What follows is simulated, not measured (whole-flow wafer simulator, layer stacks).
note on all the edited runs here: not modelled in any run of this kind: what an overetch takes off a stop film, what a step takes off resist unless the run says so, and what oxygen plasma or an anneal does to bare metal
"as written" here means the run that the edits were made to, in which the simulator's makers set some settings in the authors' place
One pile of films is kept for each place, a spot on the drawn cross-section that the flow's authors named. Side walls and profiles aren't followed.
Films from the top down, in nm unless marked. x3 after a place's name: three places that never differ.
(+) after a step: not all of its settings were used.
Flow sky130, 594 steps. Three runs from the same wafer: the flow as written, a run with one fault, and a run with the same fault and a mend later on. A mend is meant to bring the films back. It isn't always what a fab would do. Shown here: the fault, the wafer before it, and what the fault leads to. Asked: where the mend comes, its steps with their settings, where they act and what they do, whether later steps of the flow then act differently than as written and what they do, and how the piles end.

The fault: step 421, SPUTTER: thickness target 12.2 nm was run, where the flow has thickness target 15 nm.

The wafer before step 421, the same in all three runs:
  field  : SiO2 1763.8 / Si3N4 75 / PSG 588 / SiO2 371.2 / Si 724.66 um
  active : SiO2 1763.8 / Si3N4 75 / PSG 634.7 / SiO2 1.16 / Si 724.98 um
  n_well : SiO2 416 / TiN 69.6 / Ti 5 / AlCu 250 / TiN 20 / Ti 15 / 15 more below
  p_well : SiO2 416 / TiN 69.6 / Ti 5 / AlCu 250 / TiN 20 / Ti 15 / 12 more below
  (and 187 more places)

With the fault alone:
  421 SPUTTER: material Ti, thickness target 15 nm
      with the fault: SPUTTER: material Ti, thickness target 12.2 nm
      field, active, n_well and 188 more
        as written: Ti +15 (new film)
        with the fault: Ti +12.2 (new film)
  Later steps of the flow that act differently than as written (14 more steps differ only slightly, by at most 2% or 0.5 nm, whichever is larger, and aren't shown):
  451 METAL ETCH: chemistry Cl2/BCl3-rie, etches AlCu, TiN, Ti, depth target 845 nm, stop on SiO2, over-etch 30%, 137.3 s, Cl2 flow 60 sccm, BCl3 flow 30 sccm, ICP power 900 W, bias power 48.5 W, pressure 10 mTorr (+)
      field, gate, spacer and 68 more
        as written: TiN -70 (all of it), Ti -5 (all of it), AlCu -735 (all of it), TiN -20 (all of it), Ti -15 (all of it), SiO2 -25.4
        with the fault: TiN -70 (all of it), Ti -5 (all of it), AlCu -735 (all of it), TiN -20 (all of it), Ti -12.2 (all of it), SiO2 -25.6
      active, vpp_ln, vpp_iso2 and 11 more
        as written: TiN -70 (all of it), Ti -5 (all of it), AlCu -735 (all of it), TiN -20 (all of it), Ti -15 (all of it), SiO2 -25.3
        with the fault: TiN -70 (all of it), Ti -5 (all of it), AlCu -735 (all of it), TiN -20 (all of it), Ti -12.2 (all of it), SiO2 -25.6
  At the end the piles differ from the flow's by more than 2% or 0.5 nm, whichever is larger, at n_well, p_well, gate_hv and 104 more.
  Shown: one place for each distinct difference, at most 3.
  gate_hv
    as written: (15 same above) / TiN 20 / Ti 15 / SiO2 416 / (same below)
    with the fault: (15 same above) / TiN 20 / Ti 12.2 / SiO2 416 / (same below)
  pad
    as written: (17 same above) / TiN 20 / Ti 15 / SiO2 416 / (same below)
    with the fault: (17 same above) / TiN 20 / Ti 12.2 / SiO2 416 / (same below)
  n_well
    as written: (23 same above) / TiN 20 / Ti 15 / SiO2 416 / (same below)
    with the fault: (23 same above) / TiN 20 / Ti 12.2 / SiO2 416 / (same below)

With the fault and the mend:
  The mend comes after step 421.
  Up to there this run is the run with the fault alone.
  421a SPUTTER: material Ti, thickness target 2.8 nm (the flow's step 421 once more, with other settings)
      field, active, n_well and 188 more
        Ti +2.8
  No later step of the flow acts differently than as written at any place that is followed.
  At the end the piles are the same as the flow's at every place that both follow.
